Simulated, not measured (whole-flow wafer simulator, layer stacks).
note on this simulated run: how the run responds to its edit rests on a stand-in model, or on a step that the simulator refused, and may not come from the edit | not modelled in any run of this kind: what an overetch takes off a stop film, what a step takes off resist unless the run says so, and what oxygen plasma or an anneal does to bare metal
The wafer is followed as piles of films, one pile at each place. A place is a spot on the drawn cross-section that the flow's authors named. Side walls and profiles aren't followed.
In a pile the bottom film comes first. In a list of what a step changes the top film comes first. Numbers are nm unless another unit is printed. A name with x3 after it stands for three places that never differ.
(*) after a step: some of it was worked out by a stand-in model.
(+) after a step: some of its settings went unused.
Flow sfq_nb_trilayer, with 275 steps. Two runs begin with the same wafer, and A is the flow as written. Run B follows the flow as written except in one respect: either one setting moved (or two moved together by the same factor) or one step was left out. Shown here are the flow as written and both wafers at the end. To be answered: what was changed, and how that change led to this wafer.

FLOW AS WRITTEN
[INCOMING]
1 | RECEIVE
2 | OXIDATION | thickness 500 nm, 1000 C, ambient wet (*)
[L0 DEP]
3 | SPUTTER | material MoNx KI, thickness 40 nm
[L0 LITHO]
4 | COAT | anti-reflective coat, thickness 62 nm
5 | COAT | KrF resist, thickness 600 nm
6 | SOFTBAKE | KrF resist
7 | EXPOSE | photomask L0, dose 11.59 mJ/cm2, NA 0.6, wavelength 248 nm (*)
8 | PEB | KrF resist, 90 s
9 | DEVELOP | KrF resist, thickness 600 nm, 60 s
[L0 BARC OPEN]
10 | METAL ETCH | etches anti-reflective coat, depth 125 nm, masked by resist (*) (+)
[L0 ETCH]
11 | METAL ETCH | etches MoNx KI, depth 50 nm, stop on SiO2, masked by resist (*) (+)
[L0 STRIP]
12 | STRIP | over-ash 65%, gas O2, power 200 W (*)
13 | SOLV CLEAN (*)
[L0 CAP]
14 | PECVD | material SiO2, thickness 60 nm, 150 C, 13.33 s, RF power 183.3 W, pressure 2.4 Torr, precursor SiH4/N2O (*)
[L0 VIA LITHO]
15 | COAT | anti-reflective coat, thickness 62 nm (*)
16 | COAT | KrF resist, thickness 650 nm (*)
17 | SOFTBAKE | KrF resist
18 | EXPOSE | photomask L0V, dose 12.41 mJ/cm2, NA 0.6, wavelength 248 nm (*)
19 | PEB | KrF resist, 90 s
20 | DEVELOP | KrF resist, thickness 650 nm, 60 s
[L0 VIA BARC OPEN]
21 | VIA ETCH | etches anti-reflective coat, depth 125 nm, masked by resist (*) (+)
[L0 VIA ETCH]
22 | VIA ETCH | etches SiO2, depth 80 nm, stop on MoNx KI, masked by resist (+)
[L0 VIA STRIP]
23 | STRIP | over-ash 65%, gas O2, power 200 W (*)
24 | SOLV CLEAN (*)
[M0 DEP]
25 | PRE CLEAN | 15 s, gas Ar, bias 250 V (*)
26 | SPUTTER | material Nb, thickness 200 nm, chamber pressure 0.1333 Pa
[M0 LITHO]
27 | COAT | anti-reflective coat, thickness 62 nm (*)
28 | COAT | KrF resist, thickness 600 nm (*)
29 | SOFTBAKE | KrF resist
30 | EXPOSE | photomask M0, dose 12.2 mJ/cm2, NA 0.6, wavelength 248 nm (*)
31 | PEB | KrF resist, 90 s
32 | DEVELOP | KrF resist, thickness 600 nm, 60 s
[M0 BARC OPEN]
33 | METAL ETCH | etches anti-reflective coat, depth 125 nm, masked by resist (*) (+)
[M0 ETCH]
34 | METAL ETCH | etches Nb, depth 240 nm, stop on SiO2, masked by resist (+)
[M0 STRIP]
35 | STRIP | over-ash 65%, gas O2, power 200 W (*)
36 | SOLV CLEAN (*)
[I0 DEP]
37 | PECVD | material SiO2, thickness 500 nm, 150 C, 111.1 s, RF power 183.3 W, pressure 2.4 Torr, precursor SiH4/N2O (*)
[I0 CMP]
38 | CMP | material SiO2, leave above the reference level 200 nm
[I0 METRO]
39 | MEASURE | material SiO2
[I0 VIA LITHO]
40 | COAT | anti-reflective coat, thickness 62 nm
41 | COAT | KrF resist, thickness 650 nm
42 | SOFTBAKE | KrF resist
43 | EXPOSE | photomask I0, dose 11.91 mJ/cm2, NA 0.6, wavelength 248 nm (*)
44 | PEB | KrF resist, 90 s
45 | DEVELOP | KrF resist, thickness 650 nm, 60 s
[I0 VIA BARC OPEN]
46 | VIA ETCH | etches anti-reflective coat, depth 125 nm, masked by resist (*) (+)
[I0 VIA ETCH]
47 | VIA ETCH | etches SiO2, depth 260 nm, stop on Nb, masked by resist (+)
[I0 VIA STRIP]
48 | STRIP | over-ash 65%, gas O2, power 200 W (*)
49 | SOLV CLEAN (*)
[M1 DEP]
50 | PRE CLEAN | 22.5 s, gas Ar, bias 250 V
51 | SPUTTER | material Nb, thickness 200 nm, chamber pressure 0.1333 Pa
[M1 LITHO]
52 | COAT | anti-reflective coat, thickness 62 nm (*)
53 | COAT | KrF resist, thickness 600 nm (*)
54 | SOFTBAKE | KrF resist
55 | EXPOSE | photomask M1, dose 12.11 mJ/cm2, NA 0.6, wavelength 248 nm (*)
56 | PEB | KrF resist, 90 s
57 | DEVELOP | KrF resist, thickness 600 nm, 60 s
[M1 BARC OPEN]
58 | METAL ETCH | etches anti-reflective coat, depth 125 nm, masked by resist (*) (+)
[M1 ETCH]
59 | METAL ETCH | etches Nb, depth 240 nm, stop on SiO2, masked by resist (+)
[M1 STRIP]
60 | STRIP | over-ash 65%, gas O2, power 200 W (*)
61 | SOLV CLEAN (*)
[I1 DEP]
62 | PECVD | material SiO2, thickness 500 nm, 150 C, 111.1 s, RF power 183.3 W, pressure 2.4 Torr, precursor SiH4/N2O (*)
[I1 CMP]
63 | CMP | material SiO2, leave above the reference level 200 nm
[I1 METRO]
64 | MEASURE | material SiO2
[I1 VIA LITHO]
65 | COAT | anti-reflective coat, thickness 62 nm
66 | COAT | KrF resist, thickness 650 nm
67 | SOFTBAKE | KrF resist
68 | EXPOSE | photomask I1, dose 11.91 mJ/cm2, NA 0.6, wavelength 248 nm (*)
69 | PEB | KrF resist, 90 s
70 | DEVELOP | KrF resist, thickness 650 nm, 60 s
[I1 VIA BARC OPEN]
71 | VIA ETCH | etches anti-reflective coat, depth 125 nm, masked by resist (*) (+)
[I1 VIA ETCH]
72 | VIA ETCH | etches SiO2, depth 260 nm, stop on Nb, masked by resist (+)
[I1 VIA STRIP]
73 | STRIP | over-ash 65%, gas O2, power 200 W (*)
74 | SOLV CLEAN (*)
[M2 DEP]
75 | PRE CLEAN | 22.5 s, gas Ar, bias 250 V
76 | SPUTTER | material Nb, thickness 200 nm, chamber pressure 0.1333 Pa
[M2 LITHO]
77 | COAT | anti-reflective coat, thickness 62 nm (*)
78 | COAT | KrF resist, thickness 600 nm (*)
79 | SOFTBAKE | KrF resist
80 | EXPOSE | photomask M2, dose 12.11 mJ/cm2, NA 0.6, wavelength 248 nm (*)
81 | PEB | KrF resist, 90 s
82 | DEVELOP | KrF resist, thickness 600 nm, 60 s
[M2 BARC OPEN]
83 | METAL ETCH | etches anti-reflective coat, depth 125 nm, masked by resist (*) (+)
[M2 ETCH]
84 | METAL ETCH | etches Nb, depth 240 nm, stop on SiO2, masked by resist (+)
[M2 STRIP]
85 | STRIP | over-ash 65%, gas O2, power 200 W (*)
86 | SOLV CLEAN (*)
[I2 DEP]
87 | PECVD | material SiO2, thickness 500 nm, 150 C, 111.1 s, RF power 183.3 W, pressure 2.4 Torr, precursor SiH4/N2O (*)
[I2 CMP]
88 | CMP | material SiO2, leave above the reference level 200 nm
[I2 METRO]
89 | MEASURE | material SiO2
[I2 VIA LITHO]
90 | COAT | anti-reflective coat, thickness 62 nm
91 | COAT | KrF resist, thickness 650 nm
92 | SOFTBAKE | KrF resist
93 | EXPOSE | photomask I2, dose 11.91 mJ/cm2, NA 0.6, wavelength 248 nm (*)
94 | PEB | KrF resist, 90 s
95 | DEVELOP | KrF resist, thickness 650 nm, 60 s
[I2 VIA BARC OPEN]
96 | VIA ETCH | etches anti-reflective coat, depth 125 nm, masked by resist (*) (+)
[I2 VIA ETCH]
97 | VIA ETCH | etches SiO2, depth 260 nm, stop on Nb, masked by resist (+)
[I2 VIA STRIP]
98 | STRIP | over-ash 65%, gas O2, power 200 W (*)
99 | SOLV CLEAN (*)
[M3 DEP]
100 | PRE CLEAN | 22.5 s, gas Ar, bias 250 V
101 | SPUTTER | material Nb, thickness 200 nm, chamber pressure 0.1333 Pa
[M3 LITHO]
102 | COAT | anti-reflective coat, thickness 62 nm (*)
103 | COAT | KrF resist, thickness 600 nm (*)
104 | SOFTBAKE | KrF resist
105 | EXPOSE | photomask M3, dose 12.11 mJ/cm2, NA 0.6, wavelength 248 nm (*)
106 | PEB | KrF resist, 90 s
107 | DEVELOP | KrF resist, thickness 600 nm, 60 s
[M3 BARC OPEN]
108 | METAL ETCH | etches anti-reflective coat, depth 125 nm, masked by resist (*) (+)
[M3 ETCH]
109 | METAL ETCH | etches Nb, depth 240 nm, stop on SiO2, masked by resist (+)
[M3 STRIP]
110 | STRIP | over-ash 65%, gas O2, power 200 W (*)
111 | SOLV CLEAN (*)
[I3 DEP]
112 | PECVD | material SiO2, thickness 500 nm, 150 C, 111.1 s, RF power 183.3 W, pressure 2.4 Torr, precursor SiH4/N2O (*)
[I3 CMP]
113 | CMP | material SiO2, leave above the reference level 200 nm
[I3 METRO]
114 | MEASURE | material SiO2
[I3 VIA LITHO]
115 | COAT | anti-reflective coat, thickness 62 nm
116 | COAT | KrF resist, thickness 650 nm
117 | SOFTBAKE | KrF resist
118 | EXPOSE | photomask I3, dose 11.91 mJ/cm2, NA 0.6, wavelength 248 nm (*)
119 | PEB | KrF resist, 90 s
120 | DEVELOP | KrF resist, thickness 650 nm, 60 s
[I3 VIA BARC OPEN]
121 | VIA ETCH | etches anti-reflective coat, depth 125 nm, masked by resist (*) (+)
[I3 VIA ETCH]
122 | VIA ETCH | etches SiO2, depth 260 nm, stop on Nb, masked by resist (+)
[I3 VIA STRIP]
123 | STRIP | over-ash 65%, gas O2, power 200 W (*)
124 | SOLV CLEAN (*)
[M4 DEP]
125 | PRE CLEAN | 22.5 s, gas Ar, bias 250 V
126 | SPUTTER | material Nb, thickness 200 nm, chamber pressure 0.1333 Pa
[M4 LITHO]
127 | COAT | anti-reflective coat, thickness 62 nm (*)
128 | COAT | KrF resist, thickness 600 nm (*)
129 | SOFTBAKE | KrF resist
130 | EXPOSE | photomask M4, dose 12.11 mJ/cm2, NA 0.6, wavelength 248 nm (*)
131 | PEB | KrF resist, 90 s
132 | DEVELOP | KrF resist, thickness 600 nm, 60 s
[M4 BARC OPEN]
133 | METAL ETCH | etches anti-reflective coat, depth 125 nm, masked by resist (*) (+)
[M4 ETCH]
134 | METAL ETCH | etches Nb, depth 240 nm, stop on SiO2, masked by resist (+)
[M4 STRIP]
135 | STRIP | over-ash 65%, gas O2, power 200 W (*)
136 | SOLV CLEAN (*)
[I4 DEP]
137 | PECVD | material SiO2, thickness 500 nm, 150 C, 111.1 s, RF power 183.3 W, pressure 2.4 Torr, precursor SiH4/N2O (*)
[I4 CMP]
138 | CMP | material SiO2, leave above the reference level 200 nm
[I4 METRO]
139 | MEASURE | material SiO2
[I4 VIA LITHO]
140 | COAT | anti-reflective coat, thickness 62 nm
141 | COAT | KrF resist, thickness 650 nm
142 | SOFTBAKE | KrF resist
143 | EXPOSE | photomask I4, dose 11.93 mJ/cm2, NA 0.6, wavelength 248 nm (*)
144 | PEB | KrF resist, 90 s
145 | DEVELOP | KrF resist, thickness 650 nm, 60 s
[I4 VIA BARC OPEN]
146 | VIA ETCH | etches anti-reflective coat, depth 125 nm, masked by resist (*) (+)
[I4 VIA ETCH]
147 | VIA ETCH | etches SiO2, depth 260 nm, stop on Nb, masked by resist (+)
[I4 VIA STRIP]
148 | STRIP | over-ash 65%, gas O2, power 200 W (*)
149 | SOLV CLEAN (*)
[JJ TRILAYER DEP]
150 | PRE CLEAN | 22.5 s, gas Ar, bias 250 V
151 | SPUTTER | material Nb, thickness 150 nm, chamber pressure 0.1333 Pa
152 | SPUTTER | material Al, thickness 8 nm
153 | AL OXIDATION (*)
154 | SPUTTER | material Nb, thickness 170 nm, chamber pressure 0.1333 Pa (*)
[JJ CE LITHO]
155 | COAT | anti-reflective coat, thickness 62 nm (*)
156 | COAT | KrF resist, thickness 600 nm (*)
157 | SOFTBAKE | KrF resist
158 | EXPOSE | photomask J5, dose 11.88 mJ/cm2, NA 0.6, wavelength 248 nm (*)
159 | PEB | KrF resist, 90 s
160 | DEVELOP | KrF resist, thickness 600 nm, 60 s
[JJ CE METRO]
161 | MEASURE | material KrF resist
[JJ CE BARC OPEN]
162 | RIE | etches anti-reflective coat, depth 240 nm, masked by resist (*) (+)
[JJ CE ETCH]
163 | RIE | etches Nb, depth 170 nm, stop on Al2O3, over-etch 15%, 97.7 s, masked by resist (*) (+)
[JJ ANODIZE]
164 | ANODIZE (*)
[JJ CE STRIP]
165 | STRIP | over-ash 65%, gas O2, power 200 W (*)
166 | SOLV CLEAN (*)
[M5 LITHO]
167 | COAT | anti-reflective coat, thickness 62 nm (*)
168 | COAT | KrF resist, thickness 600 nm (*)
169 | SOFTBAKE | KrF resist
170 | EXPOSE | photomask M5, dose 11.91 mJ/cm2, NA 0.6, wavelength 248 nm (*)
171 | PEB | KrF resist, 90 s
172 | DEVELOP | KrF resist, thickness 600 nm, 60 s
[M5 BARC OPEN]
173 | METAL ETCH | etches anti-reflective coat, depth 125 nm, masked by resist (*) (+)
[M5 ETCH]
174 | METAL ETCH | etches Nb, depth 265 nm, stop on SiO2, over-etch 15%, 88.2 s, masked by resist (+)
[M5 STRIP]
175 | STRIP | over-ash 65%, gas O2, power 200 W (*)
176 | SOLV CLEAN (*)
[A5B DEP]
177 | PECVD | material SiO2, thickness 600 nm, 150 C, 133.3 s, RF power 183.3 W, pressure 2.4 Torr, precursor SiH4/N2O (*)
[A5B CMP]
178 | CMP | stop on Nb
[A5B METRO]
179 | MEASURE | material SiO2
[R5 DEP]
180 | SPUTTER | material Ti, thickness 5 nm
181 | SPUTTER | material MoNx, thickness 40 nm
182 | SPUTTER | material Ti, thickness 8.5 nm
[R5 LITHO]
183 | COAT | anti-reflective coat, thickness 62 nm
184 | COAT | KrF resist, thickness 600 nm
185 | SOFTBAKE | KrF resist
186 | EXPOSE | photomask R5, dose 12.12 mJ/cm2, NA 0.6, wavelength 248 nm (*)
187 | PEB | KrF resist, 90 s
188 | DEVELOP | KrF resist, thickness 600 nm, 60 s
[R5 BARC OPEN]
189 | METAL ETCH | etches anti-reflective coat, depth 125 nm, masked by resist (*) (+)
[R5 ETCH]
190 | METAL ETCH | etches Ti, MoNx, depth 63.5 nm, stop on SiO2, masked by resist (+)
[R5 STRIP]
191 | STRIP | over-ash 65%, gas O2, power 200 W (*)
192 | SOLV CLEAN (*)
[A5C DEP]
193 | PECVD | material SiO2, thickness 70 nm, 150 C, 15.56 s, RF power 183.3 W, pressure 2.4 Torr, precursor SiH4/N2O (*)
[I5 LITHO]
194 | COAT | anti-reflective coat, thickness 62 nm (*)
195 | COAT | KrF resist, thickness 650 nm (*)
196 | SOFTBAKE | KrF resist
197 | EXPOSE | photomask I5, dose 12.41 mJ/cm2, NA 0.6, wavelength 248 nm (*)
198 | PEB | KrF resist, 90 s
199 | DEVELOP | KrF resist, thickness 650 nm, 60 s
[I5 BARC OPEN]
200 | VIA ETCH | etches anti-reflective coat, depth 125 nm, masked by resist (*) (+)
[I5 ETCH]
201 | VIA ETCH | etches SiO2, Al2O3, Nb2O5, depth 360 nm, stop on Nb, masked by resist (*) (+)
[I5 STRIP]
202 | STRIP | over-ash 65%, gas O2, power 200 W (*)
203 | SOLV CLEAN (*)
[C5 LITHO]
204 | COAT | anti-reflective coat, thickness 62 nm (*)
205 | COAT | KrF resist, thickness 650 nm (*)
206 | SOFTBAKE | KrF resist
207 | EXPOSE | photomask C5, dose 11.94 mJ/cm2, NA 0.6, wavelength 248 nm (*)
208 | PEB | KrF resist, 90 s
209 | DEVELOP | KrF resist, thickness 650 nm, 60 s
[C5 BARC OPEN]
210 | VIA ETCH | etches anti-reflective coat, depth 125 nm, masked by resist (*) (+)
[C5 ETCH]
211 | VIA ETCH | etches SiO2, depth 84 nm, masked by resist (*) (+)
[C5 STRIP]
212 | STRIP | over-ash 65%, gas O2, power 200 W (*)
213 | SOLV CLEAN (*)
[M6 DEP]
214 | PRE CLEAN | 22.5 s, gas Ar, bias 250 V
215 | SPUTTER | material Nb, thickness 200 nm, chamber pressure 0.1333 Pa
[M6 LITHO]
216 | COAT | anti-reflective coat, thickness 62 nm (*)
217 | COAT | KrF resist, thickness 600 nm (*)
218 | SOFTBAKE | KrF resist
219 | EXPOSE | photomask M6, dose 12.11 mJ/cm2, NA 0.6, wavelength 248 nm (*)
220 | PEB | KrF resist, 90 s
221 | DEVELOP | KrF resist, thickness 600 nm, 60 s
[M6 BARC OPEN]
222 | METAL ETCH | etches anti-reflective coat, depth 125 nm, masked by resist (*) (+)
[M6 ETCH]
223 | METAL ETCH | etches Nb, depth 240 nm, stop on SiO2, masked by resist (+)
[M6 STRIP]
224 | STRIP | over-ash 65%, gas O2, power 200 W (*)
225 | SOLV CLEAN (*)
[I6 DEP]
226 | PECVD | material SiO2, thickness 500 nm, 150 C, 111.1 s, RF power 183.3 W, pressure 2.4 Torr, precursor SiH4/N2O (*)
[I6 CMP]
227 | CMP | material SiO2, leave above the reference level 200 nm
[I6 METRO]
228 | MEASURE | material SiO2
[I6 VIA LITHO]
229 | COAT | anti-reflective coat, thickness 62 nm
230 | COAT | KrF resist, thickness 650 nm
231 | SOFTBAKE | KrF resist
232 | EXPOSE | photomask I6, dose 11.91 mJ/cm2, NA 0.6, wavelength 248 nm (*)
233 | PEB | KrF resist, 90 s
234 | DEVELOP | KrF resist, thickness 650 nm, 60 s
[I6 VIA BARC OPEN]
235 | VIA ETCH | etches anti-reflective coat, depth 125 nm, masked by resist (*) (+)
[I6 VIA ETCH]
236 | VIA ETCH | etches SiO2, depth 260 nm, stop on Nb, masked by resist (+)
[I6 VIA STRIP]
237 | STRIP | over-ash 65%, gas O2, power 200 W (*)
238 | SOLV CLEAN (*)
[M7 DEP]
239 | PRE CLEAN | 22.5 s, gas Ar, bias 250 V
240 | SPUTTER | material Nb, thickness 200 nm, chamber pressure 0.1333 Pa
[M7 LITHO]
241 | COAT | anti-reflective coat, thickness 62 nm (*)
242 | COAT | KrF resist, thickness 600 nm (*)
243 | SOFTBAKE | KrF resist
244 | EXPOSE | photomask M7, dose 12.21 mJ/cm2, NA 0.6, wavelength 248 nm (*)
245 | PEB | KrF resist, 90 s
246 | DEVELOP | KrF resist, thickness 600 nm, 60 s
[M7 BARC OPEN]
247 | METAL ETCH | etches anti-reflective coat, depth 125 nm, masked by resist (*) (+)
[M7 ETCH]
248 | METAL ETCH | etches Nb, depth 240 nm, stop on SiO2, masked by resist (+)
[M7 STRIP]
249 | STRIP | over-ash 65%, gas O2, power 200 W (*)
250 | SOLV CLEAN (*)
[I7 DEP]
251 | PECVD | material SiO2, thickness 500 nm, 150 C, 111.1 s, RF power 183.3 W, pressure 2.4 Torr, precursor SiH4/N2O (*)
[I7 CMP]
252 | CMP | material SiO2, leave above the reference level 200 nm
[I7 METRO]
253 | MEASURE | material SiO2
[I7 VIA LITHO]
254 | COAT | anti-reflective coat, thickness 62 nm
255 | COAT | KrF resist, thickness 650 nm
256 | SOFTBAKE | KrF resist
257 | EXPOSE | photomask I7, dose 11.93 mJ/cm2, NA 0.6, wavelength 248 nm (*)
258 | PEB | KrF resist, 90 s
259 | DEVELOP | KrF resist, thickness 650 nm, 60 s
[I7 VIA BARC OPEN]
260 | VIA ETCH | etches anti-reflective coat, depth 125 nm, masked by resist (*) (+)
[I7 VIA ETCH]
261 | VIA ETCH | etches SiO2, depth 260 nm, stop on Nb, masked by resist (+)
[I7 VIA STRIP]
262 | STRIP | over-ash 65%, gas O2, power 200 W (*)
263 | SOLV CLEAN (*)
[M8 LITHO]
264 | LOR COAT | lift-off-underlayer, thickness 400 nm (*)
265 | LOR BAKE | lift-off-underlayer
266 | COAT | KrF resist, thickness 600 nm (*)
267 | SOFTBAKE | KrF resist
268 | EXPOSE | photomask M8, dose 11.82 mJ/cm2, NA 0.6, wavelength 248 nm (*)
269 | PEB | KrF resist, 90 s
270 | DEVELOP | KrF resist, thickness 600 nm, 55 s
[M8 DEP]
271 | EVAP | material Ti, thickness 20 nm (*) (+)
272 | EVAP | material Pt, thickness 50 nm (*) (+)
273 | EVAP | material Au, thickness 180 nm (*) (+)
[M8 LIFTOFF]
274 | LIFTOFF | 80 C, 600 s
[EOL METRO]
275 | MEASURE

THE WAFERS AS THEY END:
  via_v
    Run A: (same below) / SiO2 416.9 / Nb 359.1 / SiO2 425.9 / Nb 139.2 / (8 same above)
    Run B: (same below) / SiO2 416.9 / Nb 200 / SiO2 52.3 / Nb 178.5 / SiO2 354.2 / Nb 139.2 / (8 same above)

What caused this: step 122, VIA ETCH: depth 140 nm was run, whereas the flow has depth 260 nm.

The path from the change to this, step by step:
  122 | VIA ETCH | etches SiO2, depth 260 nm, stop on Nb, masked by resist (+)
      via_v: A SiO2 loses 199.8 (all of it) | B SiO2 loses 140
      field_l, v_sur, via_wl and 102 more: A KrF resist loses 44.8 | B KrF resist loses 24.1
  123 | STRIP | over-ash 65%, gas O2, power 200 W (*)
      field_l, v_sur, via_wl and 102 more: A KrF resist loses 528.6 (all of it), anti-reflective coat loses 62 (all of it) | B KrF resist loses 549.3 (all of it), anti-reflective coat loses 62 (all of it)
  125 | PRE CLEAN | 22.5 s, gas Ar, bias 250 V
      via_v: A Nb loses 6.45 | B SiO2 loses 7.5
  126 | SPUTTER | material Nb, thickness 200 nm, chamber pressure 0.1333 Pa
      via_v: A Nb gains 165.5 | B Nb gains 178.5 (new film)
  127 | COAT | anti-reflective coat, thickness 62 nm (*)
      via_sp: A anti-reflective coat gains 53 (new film) | B anti-reflective coat gains 54.2 (new film)
      via_v: A anti-reflective coat gains 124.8 (new film) | B anti-reflective coat gains 110.9 (new film)
      (also at 1 further place)
  128 | COAT | KrF resist, thickness 600 nm (*)
      via_v: A KrF resist gains 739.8 (new film) | B KrF resist gains 691.4 (new film)
  135 | STRIP | over-ash 65%, gas O2, power 200 W (*)
      via_sp: A KrF resist loses 373.9 (all of it), anti-reflective coat loses 53 (all of it) | B KrF resist loses 377.8 (all of it), anti-reflective coat loses 54.2 (all of it)
      via_v: A KrF resist loses 521.8 (all of it), anti-reflective coat loses 124.8 (all of it) | B KrF resist loses 473.6 (all of it), anti-reflective coat loses 110.9 (all of it)
      (also at 1 further place)
  137 | PECVD | material SiO2, thickness 500 nm, 150 C, 111.1 s, RF power 183.3 W, pressure 2.4 Torr, precursor SiH4/N2O (*)
      via_v: A SiO2 gains 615 (new film) | B SiO2 gains 518.8 (new film)
  138 | CMP | material SiO2, leave above the reference level 200 nm
      via_v: A SiO2 loses 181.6 | B SiO2 loses 157.1
With metal films that touch counted as one body, via_v has 7 bodies (between them, from the top down: SiO2 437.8; SiO2 209 / Al2O3 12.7 / Nb2O5 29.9; SiO2 354.2; SiO2 52.3; SiO2 416.9; SiO2 192.5); the flow as written gives 6 bodies (between them, from the top down: SiO2 437.8; SiO2 209 / Al2O3 12.7 / Nb2O5 29.9; SiO2 425.9; SiO2 416.9; SiO2 192.5).
